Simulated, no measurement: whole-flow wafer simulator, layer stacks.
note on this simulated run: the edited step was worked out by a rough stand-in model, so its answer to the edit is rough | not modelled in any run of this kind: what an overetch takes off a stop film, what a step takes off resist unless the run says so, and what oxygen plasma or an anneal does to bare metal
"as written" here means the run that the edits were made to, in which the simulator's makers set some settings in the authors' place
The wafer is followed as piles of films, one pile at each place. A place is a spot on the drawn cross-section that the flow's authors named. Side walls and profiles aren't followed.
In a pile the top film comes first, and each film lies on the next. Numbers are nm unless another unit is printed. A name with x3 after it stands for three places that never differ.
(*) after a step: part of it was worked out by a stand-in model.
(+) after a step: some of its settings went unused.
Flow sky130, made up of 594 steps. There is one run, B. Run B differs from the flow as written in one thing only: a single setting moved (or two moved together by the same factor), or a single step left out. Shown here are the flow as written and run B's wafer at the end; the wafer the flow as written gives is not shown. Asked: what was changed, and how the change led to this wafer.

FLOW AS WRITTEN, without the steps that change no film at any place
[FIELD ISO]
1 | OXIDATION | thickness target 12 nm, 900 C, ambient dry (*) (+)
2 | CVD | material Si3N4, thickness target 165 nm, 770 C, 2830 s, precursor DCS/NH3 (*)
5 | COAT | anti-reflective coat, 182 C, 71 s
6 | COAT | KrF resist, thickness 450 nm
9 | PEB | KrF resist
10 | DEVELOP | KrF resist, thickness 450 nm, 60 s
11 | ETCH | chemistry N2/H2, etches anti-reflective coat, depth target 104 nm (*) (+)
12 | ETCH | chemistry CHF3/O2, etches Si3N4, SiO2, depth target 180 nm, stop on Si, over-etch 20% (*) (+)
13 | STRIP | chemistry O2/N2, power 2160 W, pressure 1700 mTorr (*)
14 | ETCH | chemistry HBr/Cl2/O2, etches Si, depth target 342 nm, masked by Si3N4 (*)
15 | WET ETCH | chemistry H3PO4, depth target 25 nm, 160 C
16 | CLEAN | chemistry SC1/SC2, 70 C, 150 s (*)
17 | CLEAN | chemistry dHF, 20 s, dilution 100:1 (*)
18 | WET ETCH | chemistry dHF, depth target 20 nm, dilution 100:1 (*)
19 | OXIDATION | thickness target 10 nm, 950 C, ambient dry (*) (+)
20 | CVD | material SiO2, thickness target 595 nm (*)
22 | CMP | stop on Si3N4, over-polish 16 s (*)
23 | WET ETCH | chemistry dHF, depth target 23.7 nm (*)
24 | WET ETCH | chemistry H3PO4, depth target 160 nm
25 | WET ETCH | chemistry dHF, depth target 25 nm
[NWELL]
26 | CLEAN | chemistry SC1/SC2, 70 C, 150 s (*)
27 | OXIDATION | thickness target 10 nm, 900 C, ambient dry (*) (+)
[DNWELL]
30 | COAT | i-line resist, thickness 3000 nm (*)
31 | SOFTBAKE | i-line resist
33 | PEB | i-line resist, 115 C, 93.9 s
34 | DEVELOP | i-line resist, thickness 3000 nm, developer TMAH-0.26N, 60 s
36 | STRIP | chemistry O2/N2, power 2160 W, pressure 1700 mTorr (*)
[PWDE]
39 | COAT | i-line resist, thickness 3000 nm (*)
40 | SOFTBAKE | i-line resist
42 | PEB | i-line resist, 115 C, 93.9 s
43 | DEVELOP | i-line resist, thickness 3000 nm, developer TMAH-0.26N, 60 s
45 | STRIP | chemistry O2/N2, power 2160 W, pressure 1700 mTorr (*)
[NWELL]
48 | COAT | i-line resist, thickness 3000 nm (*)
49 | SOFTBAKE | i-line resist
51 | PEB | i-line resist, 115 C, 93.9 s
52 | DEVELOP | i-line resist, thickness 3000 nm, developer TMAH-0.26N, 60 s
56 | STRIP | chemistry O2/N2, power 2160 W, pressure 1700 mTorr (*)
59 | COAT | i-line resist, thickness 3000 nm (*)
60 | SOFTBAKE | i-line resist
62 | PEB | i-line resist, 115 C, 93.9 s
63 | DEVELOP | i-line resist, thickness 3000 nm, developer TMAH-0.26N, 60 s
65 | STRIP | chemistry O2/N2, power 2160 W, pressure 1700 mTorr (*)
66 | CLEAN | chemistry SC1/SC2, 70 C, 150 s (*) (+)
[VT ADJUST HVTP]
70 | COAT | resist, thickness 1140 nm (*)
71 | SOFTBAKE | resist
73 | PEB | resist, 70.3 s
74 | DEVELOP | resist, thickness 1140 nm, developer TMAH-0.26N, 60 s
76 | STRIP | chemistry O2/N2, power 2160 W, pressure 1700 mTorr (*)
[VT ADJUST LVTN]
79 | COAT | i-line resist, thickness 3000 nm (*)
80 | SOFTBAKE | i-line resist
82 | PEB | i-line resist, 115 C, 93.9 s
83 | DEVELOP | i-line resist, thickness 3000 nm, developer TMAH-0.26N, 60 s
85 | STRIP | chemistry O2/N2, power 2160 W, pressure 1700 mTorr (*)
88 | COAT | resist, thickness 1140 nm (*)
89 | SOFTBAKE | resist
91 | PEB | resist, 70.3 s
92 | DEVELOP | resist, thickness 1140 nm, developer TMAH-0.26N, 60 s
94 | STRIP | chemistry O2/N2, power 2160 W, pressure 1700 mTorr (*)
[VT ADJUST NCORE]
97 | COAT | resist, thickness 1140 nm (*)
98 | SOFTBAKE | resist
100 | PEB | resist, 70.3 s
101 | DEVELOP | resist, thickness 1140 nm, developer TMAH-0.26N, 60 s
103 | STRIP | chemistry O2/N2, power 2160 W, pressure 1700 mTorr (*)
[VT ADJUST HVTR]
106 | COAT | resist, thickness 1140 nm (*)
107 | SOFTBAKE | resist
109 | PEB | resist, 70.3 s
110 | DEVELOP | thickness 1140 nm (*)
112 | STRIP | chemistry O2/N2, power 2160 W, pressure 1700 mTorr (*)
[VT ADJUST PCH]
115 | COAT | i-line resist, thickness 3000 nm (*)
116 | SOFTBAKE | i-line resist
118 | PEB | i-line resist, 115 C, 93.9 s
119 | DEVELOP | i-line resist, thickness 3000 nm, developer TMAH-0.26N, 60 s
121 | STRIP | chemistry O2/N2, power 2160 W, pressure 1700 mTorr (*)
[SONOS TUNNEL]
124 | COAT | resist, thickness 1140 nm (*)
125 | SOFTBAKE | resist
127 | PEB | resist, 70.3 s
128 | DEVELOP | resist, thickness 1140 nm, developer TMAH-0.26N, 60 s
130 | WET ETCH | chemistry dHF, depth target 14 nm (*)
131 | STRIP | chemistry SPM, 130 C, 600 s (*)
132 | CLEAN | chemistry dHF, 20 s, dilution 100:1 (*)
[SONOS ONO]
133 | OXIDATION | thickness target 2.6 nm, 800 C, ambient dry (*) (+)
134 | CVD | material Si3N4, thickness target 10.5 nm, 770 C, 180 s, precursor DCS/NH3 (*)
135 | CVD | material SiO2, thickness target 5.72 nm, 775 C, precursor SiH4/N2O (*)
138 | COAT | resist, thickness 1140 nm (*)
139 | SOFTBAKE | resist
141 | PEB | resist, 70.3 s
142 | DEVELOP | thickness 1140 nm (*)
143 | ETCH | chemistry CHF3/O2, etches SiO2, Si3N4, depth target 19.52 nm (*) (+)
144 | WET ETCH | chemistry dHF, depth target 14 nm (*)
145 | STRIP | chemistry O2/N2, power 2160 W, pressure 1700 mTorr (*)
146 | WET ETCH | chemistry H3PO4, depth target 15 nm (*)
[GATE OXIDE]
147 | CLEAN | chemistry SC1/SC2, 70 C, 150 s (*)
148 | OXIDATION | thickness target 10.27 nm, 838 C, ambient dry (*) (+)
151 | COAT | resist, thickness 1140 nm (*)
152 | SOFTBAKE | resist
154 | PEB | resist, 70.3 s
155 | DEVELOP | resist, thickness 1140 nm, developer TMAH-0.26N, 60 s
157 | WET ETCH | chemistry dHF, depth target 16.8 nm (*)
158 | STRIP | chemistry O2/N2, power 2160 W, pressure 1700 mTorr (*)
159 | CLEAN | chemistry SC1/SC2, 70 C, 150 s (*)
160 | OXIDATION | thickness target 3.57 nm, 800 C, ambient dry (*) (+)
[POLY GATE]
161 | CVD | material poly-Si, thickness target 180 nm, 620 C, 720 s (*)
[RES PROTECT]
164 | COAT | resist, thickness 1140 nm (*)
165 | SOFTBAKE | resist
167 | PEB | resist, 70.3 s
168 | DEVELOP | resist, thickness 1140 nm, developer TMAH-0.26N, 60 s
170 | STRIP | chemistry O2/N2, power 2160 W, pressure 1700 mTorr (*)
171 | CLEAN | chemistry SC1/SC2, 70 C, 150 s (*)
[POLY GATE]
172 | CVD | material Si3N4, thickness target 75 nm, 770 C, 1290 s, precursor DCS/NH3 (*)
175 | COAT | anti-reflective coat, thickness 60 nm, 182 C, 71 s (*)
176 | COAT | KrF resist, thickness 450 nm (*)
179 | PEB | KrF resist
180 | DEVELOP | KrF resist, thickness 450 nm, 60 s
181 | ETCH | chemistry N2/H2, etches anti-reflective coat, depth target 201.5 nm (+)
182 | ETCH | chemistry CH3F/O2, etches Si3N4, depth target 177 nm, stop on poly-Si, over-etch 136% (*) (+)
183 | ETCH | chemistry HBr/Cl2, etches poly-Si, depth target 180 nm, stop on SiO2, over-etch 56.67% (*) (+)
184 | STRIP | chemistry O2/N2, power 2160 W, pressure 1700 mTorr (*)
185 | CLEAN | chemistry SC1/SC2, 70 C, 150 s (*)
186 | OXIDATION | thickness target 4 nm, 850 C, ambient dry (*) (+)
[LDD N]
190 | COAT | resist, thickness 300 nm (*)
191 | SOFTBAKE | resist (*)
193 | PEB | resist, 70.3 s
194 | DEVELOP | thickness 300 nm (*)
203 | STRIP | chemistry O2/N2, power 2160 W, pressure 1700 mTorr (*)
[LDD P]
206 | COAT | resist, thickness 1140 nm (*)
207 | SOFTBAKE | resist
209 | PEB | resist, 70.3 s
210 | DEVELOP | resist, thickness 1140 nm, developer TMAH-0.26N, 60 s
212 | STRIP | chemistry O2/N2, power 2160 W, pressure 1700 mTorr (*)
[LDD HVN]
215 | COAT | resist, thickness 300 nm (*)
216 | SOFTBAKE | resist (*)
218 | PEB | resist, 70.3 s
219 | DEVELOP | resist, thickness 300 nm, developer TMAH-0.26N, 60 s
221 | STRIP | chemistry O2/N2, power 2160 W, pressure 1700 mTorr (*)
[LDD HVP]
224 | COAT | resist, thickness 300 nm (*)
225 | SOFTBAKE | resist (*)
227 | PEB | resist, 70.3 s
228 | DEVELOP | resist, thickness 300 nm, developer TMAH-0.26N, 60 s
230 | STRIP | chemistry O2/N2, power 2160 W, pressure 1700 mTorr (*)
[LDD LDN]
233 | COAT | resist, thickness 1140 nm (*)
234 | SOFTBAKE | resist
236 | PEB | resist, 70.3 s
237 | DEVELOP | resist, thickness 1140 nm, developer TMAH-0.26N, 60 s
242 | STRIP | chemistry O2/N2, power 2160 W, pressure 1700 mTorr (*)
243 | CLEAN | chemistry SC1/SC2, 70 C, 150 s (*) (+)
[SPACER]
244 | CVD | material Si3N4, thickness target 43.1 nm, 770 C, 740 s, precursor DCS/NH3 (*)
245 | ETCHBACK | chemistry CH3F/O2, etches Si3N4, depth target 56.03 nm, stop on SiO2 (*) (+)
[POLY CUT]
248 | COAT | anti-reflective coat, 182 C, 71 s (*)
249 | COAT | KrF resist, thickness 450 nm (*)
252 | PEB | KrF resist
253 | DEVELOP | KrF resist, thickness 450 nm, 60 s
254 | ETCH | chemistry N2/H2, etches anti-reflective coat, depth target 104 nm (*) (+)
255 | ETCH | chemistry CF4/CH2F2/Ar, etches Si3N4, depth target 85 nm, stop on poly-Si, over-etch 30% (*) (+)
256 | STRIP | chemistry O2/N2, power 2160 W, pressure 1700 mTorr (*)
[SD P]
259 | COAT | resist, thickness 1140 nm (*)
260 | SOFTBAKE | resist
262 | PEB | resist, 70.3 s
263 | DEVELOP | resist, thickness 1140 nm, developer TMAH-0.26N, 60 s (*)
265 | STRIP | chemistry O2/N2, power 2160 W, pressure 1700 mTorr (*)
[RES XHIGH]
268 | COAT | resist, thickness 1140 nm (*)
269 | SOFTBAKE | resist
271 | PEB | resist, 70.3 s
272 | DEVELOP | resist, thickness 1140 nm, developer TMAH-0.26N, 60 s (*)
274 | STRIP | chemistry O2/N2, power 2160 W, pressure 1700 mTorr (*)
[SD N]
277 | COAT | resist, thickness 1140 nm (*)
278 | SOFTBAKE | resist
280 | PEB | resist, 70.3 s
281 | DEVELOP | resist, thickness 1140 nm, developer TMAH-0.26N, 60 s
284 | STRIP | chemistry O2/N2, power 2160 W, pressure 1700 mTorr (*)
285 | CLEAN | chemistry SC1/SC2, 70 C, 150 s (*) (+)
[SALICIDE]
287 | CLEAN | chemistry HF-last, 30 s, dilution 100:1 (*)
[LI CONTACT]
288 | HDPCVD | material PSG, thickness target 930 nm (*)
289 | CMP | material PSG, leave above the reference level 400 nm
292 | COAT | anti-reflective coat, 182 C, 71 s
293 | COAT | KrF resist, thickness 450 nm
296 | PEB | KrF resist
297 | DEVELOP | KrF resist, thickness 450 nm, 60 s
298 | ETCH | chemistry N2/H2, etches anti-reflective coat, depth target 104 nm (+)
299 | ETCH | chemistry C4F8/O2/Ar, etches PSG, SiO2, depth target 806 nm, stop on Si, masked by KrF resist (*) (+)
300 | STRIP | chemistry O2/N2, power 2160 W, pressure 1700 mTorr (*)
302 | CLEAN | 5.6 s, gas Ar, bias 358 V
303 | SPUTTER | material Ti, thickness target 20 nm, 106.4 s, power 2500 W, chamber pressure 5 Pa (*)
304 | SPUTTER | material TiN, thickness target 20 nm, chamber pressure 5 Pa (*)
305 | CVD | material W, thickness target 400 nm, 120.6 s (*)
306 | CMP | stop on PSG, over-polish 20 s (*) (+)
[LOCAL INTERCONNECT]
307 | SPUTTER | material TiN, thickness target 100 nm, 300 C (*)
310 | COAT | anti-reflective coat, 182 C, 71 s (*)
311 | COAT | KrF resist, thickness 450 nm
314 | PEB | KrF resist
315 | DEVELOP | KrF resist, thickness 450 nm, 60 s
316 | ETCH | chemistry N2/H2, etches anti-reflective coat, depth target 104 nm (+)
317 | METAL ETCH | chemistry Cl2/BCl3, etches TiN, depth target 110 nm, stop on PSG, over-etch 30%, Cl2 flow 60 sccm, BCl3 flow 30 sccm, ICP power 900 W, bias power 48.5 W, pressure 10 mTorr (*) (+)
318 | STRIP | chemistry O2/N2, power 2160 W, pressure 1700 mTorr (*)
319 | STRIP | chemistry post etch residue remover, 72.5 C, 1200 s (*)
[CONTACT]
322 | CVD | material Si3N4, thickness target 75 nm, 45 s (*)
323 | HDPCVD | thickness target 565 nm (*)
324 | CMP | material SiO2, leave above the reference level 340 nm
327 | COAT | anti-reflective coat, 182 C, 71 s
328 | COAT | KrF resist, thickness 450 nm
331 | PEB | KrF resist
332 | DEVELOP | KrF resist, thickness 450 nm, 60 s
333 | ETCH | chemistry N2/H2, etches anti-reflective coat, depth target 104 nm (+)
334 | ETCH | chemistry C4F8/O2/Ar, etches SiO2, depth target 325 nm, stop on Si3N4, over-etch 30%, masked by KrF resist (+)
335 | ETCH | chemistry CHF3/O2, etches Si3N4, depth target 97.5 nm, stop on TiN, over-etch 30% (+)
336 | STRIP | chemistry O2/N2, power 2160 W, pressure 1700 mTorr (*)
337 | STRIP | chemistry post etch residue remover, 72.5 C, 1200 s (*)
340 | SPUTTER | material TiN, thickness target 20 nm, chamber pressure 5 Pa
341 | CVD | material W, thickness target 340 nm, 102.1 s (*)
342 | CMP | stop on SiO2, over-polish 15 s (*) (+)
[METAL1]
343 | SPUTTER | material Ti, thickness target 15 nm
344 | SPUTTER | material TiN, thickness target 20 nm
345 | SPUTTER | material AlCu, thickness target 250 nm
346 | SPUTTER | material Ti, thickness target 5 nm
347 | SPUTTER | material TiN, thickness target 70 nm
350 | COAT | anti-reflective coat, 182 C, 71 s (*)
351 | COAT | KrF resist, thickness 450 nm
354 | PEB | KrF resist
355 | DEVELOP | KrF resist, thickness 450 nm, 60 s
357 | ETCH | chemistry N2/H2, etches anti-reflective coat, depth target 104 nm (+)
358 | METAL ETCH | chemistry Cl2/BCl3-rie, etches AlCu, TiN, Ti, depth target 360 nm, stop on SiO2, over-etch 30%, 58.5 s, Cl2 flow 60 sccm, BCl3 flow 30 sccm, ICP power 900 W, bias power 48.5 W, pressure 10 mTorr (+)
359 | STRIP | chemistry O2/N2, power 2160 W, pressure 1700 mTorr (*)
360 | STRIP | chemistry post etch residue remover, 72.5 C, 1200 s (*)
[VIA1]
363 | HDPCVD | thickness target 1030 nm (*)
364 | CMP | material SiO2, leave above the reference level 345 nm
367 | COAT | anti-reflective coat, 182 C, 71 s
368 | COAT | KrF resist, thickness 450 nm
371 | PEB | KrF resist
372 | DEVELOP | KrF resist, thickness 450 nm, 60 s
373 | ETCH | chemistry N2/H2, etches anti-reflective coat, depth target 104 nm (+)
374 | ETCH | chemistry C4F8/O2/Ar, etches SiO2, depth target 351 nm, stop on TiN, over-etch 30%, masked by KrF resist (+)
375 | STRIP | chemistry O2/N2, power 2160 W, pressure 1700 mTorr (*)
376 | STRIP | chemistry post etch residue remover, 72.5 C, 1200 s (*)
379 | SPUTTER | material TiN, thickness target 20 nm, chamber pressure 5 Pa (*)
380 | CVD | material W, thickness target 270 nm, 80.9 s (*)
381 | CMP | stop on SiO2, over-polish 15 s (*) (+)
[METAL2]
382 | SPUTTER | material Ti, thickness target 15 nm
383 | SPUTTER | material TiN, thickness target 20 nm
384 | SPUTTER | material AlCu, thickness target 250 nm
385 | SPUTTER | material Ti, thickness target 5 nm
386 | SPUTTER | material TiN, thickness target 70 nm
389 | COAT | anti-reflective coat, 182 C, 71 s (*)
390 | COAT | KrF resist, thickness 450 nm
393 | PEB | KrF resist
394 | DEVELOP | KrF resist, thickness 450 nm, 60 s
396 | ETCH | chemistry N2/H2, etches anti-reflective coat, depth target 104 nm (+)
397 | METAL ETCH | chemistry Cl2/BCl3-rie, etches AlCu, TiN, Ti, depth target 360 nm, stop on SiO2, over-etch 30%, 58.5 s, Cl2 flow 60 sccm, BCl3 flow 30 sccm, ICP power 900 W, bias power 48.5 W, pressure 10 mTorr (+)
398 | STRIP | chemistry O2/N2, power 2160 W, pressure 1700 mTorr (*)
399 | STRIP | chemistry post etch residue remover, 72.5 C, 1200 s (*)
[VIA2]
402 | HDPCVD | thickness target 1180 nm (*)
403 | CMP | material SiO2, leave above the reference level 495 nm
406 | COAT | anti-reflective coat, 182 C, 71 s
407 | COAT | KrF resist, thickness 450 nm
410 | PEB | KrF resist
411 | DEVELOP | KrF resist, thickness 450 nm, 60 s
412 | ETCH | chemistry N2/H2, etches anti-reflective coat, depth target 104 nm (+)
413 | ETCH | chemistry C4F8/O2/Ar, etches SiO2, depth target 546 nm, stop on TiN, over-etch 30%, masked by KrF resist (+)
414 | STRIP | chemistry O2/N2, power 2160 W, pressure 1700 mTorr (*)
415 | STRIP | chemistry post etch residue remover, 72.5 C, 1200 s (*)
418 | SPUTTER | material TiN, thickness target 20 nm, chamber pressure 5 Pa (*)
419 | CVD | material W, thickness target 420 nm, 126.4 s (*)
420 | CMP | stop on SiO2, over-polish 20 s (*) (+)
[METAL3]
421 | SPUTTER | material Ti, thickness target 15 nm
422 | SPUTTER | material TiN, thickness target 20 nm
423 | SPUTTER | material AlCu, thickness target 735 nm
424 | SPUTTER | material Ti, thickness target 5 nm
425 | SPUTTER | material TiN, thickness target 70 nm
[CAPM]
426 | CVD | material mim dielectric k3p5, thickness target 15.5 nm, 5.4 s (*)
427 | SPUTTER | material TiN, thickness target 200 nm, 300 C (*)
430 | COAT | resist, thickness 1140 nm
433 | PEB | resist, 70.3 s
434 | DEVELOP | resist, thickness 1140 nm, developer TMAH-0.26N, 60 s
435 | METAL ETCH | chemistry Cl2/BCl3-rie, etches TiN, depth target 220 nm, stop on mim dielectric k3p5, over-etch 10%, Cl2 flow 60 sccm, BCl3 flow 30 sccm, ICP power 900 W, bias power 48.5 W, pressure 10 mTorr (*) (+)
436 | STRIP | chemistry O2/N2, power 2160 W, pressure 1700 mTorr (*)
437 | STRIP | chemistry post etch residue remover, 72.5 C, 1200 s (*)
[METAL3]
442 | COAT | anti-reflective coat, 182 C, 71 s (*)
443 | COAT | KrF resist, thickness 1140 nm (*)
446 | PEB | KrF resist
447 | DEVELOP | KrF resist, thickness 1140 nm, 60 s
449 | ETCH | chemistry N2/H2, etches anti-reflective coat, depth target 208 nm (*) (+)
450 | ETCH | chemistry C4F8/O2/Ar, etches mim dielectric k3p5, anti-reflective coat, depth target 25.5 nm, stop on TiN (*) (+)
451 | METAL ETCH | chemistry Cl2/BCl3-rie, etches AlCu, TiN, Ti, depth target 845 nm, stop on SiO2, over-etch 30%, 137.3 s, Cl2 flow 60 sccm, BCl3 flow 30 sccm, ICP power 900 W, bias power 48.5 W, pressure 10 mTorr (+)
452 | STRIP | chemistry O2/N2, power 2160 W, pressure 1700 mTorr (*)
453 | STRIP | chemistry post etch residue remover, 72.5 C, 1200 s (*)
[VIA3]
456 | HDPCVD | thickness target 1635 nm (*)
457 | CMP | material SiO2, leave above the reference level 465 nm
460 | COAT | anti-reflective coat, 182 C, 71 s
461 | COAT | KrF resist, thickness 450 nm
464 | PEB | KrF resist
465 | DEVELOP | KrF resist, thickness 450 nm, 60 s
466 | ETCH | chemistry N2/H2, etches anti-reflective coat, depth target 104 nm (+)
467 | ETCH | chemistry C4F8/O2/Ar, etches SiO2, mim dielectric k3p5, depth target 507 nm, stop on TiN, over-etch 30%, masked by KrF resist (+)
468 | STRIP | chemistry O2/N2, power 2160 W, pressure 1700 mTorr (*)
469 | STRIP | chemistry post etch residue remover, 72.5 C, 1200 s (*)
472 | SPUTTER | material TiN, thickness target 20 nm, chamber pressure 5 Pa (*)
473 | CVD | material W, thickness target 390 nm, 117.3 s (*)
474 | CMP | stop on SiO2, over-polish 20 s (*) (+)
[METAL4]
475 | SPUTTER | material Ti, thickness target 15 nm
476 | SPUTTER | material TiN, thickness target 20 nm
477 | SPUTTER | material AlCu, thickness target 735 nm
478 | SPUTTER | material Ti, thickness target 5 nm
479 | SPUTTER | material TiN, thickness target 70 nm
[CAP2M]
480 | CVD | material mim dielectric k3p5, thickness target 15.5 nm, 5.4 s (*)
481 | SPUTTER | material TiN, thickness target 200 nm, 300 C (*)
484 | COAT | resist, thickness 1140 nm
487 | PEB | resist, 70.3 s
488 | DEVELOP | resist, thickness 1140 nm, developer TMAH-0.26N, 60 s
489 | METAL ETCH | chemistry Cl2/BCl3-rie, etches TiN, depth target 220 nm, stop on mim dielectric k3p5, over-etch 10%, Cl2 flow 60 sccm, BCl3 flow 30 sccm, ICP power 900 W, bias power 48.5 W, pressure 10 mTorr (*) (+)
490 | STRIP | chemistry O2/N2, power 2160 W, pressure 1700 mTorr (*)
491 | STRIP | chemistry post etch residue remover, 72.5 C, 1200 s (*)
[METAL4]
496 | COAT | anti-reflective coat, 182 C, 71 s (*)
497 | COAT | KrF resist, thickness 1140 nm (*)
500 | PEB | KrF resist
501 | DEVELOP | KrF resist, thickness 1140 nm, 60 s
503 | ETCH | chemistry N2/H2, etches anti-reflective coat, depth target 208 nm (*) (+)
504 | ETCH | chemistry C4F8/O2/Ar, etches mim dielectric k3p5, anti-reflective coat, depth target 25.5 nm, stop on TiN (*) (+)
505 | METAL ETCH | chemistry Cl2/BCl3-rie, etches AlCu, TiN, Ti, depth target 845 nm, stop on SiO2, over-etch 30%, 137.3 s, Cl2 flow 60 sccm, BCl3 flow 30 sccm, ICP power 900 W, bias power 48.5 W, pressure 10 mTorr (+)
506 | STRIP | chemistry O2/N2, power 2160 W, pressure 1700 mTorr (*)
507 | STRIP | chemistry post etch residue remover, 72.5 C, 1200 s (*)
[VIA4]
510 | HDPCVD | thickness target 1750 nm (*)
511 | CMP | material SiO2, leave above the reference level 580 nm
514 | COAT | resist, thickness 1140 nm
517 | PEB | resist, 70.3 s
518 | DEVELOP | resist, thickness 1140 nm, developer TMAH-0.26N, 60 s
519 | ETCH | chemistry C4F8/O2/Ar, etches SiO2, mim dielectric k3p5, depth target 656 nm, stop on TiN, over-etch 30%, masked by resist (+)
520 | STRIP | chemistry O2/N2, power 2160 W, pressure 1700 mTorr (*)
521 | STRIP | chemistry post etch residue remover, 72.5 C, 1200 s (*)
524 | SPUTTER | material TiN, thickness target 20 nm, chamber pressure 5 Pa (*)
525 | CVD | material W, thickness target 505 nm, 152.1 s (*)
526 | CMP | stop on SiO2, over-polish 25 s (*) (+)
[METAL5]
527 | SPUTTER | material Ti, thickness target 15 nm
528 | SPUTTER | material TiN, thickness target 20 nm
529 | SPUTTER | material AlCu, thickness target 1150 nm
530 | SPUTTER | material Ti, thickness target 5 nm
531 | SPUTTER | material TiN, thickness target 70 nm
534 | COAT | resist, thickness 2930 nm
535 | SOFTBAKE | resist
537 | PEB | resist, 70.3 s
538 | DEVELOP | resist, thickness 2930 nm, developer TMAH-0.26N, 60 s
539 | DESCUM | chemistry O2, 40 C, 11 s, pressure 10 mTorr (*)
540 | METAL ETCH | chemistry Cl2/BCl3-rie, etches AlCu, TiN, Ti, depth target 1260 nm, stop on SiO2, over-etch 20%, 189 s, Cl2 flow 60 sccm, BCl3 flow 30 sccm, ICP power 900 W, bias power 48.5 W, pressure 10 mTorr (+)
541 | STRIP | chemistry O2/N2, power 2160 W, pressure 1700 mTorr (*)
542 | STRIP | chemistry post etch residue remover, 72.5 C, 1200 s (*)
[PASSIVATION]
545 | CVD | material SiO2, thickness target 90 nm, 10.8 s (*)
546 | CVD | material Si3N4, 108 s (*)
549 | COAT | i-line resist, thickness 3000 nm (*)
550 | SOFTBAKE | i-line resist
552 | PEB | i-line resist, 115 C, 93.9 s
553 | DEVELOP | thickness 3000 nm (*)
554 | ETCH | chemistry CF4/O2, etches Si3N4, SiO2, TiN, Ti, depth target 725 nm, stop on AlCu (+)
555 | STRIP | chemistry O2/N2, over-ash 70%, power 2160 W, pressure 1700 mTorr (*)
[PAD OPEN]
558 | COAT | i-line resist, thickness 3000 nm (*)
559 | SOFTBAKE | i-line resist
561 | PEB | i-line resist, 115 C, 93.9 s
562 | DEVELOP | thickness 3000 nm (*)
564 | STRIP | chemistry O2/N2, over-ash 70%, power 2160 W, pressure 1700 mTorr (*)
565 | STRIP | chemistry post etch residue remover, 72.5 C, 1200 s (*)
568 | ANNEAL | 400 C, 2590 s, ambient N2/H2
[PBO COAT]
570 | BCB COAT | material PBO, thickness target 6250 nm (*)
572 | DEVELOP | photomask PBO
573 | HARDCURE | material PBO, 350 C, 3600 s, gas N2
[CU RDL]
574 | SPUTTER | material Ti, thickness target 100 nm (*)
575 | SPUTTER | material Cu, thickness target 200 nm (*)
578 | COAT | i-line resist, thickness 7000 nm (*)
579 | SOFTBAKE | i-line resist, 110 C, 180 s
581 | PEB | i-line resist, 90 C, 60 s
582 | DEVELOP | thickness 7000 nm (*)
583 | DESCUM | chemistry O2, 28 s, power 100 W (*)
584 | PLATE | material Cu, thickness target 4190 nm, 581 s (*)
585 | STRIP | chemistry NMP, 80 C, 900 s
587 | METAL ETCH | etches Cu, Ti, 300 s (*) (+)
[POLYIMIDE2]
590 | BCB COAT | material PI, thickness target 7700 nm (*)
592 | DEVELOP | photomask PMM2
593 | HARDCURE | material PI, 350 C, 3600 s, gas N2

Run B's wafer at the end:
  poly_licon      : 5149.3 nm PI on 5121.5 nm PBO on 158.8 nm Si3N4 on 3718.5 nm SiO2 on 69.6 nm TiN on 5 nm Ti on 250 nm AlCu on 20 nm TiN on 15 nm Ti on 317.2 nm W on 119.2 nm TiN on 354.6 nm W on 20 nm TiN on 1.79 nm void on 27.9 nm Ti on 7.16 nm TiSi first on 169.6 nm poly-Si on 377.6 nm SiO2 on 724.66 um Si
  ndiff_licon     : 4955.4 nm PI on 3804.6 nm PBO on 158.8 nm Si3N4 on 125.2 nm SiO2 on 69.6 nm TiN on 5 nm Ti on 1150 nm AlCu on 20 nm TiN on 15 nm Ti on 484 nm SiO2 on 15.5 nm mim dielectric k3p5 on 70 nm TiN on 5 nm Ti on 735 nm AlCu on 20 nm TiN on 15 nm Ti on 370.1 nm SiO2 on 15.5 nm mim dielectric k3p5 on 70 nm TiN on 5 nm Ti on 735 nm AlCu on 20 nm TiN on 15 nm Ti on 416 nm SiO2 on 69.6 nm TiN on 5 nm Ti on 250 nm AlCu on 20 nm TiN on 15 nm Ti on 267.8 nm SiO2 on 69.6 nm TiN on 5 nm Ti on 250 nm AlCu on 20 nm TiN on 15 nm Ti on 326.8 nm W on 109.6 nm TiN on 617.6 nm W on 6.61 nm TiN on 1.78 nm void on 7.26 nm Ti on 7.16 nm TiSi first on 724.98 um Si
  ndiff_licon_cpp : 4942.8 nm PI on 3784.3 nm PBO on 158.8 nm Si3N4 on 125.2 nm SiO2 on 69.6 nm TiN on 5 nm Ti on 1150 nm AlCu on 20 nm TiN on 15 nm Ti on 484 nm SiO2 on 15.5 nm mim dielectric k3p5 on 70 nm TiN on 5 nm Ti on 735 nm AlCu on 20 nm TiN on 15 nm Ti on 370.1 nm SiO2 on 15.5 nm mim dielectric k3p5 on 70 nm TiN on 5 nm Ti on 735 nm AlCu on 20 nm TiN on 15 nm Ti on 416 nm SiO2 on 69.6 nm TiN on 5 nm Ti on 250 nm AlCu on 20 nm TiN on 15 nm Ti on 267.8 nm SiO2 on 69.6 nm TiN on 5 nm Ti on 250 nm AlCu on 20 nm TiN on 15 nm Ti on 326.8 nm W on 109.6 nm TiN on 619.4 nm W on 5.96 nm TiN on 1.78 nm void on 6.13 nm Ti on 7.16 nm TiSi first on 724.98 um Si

Cause: step 303, SPUTTER: 170.2 s was run, whereas the flow has 106.4 s.

How this came from the change, step by step:
  303 | SPUTTER | material Ti, thickness target 20 nm, 106.4 s, power 2500 W, chamber pressure 5 Pa (*)
      field, active, n_well and 185 more: Ti gains 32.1 (new film) (it would be, as written: Ti gains 20 (new film))
      ndiff_licon: Ti gains 11.4 (new film) (it would be, as written: Ti gains 7.24 (new film))
      (and at 2 other places as well)
  306 | CMP | stop on PSG, over-polish 20 s (*) (+)
      field, active, n_well and 184 more: W loses 400 (all of it), TiN loses 20 (all of it), Ti loses 32.1 (all of it), PSG loses 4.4 (it would be, as written: W loses 400 (all of it), TiN loses 20 (all of it), Ti loses 20 (all of it), PSG loses 4.4)
      ndiff_licon, ndiff_licon_cpp, rpo_hd_licon: W loses 457 (it would be, as written: W loses 444.9)
      (and at 1 other place as well)
